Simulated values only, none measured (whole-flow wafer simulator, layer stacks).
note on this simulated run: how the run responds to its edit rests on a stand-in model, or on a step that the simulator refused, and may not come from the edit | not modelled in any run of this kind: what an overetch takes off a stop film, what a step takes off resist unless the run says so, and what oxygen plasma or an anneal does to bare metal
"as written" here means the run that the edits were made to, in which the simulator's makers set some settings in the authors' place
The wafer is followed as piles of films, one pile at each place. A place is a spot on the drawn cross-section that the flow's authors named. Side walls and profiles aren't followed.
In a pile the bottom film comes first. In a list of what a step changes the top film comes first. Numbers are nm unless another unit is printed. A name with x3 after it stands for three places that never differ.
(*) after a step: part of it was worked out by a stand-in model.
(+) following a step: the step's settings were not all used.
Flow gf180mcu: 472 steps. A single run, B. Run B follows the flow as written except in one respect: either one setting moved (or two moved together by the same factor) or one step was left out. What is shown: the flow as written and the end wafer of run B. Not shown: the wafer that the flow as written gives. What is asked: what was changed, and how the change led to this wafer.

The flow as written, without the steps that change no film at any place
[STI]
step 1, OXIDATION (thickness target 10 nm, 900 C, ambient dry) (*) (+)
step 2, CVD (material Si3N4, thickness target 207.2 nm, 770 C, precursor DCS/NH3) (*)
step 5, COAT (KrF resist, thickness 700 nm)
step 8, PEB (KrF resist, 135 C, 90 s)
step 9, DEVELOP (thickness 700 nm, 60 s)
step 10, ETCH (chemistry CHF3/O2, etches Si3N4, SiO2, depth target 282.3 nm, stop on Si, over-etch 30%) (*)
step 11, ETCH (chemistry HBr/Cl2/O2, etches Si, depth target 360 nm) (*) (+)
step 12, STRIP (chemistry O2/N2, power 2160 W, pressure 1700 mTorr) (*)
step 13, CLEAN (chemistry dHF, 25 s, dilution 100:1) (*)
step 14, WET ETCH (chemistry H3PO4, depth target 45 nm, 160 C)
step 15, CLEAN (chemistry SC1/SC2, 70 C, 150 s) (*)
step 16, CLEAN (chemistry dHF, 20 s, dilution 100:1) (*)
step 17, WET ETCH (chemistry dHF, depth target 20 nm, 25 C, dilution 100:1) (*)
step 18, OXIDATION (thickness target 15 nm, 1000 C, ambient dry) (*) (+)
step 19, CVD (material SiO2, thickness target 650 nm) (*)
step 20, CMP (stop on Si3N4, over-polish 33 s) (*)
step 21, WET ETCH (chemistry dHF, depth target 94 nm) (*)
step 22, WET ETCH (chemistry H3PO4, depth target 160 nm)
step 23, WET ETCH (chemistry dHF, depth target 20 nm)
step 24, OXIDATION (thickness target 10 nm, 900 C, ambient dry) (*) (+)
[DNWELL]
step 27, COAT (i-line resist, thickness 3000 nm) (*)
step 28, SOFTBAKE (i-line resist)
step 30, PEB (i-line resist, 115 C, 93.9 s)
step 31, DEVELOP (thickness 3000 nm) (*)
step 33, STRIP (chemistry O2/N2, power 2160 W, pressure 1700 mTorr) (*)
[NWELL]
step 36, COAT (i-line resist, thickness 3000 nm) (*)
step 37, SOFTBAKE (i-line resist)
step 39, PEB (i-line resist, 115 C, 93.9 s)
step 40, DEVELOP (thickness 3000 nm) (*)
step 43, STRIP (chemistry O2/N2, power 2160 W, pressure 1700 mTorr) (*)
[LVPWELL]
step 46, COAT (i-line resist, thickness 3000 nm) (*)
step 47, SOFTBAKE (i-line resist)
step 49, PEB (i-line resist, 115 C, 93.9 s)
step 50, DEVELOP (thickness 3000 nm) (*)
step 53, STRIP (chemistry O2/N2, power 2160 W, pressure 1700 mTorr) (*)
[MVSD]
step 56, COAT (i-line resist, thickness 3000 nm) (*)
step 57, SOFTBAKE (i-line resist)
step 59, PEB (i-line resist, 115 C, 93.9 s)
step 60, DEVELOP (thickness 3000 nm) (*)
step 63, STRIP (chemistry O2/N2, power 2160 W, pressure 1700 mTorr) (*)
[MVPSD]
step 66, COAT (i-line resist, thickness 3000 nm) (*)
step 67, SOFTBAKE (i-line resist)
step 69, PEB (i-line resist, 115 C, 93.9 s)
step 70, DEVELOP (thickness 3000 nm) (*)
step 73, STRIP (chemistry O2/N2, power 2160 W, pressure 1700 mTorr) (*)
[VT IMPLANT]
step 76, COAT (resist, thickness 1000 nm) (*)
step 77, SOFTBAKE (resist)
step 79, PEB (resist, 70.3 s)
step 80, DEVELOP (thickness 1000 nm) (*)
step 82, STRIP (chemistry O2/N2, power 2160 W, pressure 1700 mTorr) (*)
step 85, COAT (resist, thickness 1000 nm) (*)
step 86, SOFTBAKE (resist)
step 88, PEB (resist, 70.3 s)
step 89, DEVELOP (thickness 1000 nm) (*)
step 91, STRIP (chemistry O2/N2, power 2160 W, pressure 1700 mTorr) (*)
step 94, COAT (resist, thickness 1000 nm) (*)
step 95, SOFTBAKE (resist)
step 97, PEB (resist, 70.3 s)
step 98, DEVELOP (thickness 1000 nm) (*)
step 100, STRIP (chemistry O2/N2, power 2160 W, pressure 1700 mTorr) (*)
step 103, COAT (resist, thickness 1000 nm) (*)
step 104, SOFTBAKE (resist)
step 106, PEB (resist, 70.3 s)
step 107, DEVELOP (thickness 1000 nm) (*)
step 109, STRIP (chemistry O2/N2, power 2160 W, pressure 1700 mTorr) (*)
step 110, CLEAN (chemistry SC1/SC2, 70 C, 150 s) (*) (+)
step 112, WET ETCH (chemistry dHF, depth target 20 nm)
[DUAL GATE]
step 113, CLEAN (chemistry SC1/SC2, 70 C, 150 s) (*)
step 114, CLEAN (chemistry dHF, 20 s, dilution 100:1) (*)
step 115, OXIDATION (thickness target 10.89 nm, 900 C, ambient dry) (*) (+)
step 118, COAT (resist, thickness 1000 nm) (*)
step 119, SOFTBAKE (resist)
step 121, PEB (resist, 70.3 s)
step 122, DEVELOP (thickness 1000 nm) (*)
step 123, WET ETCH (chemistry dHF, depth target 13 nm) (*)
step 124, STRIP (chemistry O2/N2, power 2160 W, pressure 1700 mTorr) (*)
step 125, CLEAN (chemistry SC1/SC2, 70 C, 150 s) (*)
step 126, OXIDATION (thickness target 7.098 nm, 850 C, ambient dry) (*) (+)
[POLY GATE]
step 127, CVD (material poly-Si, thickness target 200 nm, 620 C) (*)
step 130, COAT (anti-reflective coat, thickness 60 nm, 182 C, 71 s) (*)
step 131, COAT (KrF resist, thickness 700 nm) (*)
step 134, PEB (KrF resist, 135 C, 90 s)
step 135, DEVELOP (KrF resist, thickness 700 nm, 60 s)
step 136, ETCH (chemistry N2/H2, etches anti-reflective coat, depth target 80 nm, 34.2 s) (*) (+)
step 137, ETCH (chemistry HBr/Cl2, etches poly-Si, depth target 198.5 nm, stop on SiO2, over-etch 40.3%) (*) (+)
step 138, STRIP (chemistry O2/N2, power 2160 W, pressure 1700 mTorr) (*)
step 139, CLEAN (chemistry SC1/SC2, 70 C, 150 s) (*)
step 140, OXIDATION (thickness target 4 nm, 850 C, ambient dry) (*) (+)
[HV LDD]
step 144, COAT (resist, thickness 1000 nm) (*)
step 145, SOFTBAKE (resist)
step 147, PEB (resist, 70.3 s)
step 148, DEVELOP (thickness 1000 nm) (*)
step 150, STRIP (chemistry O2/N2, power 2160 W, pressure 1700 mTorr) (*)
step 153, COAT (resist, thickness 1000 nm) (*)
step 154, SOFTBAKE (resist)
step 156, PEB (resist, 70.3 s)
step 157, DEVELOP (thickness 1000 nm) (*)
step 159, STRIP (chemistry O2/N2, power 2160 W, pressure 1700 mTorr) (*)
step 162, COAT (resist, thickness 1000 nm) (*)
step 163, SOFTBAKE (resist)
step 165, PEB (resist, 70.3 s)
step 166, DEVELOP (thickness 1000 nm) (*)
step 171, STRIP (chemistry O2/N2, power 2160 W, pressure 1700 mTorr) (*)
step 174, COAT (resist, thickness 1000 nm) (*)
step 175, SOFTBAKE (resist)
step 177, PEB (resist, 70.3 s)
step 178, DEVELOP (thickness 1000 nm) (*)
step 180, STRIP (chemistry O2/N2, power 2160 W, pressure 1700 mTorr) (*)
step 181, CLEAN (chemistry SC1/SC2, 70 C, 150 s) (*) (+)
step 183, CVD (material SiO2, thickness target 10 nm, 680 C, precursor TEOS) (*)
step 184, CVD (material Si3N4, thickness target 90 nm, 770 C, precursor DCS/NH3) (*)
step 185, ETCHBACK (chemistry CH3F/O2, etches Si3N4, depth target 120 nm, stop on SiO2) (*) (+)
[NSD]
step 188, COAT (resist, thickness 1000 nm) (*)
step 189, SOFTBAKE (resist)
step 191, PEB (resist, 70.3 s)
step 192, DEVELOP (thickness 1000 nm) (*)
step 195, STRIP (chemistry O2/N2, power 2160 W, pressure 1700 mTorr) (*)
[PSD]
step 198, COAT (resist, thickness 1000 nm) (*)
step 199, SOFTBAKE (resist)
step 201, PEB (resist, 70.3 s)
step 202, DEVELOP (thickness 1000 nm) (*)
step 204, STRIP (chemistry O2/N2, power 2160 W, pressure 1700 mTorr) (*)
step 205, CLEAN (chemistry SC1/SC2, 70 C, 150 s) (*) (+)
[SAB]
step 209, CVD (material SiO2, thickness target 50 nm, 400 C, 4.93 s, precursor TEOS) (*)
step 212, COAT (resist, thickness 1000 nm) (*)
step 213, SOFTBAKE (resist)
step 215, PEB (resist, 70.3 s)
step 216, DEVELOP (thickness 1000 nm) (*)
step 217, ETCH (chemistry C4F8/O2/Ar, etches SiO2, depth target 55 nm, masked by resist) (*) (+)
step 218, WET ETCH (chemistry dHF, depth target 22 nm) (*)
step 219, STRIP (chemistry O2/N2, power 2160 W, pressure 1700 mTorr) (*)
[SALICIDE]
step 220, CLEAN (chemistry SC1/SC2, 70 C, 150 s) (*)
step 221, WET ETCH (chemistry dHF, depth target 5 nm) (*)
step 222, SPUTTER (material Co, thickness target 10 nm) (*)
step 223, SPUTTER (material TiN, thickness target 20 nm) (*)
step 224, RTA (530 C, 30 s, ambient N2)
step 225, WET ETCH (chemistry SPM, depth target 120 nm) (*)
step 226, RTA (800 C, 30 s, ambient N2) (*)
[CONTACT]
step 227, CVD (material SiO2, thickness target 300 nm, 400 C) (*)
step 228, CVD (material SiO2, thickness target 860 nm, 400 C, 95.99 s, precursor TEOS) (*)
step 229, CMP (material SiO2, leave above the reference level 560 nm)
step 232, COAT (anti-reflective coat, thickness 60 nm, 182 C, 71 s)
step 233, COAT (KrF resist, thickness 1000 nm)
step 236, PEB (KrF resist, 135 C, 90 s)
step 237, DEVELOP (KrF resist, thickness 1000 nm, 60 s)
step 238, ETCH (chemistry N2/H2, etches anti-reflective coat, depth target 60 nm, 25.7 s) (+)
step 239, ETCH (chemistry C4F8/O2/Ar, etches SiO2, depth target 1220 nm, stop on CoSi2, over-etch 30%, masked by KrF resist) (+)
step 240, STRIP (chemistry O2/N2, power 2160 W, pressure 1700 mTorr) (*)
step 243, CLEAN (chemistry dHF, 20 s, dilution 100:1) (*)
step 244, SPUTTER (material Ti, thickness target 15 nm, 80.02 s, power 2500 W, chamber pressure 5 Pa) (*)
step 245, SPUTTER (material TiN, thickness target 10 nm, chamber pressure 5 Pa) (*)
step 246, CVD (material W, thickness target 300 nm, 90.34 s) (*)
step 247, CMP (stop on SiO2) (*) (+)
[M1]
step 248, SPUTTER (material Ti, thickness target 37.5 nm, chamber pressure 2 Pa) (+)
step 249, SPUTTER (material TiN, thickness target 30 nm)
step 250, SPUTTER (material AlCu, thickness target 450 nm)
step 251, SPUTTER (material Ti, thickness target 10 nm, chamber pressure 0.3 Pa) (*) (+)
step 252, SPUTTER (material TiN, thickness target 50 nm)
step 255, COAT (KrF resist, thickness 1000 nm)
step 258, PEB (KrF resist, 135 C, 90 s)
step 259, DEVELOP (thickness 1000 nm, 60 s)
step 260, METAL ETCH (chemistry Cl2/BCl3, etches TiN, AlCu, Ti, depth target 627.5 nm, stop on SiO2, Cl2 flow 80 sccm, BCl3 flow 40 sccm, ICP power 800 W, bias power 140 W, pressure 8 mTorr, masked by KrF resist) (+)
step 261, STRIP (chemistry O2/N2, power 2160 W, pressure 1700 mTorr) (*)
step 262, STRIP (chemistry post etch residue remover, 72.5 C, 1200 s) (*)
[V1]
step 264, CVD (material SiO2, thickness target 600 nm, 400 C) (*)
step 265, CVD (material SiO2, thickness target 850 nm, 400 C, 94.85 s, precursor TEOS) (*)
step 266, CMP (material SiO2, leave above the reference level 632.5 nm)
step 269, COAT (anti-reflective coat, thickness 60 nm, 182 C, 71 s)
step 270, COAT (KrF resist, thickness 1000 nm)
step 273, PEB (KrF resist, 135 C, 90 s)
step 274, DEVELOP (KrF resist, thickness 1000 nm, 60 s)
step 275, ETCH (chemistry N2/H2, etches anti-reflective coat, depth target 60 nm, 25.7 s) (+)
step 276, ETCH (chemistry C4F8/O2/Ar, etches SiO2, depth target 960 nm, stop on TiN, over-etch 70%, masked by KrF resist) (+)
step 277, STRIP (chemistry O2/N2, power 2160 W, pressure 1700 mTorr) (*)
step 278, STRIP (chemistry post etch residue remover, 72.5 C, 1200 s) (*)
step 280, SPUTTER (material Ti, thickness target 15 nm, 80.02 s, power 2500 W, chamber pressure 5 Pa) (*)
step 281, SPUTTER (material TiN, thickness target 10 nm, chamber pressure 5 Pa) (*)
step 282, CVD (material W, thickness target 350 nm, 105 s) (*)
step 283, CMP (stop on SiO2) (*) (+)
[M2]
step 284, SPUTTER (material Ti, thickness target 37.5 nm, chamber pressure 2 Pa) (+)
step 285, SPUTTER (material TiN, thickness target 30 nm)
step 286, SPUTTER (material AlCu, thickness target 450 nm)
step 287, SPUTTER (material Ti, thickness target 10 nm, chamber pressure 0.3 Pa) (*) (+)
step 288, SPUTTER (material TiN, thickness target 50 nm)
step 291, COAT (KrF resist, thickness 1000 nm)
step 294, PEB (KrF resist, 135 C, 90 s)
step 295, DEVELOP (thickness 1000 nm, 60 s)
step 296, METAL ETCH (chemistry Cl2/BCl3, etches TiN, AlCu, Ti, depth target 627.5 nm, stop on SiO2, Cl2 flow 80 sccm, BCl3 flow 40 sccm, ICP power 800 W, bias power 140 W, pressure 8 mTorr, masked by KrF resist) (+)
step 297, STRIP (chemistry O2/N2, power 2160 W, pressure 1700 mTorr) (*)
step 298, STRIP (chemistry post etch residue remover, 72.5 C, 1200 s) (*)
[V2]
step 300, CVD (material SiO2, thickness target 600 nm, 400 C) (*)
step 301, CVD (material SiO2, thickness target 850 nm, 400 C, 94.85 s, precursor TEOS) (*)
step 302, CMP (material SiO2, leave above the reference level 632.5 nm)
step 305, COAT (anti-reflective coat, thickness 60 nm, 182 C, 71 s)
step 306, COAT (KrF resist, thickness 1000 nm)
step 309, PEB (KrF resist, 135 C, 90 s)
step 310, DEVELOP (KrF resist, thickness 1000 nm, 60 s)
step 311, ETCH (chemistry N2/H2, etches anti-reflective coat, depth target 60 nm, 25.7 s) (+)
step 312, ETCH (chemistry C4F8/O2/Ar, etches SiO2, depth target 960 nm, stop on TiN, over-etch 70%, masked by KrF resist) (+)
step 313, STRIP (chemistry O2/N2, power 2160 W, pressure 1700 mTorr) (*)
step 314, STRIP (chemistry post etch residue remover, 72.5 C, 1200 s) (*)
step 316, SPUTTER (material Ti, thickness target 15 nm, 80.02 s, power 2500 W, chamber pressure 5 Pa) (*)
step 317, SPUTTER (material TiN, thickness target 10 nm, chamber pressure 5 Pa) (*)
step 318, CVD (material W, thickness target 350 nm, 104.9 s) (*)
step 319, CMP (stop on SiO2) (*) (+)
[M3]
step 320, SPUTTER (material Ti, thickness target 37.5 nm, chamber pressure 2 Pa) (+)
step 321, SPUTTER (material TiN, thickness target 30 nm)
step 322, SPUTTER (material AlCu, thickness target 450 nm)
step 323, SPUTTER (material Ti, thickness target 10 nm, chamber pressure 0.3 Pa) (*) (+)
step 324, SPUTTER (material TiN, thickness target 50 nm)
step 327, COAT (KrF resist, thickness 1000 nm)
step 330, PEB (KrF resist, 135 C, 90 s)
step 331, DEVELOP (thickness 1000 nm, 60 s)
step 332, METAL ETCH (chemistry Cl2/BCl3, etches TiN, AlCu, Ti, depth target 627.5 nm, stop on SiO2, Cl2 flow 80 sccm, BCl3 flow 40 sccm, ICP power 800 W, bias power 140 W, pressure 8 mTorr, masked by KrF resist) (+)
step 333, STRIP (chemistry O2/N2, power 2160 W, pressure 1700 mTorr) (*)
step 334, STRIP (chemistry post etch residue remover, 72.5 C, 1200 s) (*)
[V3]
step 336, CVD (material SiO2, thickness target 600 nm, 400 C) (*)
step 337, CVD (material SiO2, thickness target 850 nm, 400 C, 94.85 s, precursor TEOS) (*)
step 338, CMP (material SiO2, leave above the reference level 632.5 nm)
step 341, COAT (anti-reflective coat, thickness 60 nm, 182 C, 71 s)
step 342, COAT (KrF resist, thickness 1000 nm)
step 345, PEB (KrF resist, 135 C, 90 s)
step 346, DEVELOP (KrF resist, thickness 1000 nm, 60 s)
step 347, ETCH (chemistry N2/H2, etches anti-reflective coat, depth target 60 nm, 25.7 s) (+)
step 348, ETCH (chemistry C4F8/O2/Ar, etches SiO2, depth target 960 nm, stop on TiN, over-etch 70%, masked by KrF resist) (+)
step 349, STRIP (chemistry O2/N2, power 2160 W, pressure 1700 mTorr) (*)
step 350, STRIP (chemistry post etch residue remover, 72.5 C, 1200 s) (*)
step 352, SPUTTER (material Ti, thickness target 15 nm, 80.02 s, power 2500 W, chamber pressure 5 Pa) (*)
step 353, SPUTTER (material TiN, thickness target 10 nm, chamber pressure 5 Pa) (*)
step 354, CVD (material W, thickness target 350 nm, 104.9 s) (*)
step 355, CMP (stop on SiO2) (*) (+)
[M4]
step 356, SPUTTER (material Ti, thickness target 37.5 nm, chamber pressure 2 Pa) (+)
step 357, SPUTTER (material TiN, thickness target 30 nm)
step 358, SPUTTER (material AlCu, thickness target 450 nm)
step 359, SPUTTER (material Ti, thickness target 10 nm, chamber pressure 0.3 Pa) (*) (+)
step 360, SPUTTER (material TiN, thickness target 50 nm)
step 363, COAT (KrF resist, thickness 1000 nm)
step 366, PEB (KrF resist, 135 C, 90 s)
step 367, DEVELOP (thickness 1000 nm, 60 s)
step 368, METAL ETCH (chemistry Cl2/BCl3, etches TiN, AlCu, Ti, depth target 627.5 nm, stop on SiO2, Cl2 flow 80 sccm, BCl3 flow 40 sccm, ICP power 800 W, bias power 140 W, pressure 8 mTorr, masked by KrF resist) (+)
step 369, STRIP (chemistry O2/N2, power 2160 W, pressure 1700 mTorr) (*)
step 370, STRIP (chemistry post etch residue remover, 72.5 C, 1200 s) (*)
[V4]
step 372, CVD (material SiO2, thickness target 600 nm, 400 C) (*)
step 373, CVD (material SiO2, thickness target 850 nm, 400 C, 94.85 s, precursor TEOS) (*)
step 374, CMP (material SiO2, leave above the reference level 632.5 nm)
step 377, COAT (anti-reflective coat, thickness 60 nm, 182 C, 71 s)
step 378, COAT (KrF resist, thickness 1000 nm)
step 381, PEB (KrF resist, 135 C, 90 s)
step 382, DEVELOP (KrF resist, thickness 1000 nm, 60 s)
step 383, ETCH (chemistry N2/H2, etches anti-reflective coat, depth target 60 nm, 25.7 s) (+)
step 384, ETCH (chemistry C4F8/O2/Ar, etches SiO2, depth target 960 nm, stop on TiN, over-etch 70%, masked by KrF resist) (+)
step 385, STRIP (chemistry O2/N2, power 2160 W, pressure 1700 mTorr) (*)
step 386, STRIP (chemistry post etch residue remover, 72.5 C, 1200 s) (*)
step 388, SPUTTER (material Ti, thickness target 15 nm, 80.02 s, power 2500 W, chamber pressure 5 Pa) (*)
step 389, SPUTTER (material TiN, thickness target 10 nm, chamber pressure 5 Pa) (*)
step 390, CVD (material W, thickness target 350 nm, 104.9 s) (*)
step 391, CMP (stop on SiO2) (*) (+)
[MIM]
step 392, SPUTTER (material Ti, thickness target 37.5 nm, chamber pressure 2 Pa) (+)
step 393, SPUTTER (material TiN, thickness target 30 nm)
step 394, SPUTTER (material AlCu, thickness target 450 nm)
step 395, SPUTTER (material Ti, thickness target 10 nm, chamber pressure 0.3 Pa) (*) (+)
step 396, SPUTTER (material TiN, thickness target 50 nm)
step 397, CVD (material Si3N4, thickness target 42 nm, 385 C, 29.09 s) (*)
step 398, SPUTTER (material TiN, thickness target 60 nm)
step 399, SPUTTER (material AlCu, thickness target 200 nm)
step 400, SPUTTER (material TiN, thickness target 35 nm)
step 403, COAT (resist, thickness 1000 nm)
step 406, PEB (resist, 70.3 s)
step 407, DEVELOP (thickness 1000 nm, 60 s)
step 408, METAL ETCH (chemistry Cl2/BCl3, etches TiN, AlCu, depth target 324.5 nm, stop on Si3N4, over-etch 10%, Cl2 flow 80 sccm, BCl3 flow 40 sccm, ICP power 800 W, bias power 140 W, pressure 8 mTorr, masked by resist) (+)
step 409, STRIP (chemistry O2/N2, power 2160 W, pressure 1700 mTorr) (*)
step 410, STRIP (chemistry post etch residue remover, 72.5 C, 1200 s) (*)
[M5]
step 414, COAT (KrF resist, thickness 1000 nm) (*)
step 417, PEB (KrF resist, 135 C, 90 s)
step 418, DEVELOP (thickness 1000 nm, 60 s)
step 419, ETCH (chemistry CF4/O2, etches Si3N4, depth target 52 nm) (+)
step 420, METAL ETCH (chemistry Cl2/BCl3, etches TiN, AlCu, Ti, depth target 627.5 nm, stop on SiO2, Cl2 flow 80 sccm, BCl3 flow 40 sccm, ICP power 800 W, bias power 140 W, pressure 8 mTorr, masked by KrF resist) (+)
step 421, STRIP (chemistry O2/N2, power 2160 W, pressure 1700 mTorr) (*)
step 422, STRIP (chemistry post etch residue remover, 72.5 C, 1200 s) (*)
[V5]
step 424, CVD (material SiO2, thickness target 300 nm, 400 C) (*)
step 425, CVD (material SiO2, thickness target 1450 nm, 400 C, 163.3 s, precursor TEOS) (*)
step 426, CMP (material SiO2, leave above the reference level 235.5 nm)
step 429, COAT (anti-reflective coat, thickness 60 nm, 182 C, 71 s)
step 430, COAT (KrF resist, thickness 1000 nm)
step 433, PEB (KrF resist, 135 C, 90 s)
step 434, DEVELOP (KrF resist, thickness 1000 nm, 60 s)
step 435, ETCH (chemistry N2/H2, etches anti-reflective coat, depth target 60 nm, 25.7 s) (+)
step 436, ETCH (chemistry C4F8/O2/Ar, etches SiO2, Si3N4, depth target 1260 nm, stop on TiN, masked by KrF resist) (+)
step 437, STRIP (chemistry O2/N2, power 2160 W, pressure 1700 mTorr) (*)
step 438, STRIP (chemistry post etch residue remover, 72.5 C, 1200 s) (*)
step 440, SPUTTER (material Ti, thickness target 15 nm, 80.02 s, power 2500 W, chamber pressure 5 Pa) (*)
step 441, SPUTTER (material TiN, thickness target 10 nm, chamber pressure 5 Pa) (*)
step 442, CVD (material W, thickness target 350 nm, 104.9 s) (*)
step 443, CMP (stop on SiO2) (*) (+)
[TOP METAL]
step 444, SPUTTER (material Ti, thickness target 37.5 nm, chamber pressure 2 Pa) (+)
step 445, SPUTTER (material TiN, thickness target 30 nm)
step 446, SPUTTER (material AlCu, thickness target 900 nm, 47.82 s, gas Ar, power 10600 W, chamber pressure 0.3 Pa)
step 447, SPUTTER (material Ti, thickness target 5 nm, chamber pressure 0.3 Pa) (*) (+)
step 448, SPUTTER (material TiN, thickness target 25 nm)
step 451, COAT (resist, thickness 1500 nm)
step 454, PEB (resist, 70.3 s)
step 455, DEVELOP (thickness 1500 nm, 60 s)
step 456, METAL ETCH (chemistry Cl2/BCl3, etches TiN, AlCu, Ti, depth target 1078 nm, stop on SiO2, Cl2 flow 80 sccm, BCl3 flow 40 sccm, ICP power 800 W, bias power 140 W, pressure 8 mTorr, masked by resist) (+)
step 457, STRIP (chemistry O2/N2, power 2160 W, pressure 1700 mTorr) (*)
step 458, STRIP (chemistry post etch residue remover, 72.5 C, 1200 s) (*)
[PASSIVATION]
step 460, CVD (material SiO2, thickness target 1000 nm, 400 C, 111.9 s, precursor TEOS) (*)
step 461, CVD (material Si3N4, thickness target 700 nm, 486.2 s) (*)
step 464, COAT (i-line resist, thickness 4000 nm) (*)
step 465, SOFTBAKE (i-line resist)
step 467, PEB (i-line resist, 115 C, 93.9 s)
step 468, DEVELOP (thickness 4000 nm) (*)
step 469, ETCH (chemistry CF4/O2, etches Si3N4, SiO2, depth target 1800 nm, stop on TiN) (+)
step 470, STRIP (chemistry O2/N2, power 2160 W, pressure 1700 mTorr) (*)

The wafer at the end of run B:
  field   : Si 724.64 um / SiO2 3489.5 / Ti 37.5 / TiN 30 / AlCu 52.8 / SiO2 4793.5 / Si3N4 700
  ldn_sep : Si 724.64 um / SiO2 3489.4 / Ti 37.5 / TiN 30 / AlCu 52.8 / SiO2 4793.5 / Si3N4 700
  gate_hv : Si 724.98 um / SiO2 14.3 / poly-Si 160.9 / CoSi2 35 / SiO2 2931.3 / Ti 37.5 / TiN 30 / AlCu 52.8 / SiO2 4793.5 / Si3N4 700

Cause: step 322, SPUTTER: thickness target 626 nm was run, though the flow has thickness target 450 nm.

The path from the change to this, step by step:
  step 322, SPUTTER (material AlCu, thickness target 450 nm)
      field, field__w1, field__w2 and 108 more: +626 AlCu (new film) (it would be, as written: +450 AlCu (new film))
  step 332, METAL ETCH (chemistry Cl2/BCl3, etches TiN, AlCu, Ti, depth target 627.5 nm, stop on SiO2, Cl2 flow 80 sccm, BCl3 flow 40 sccm, ICP power 800 W, bias power 140 W, pressure 8 mTorr, masked by KrF resist) (+)
      field, field__w1, field__w2 and 103 more: -50 TiN (all of it), -10 Ti (all of it), -567.5 AlCu (it would be, as written: -50 TiN (all of it), -10 Ti (all of it), -450 AlCu (all of it), -30 TiN (all of it), -37.5 Ti (all of it))
  step 334, STRIP (chemistry post etch residue remover, 72.5 C, 1200 s) (*)
      field, field__w1, field__w2 and 103 more: -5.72 AlCu (it would be, as written: nothing)
  step 336, CVD (material SiO2, thickness target 600 nm, 400 C) (*)
      field, field__w1, field__w2 and 103 more: +600 SiO2 (new film) (it would be, as written: +600 SiO2)
  step 338, CMP (material SiO2, leave above the reference level 632.5 nm)
      field, field__w1, field__w2 and 103 more: -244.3 SiO2 (it would be, as written: -300 SiO2)
With metal films that touch counted as one body, field has 1 body; the flow as written gives 0 bodies.
With metal films that touch counted as one body, ldn_sep has 1 body; the flow as written gives 0 bodies.
With metal films that touch counted as one body, gate_hv has 2 bodies (between them, from the top down: SiO2 2931.3); the flow as written gives 1 body.
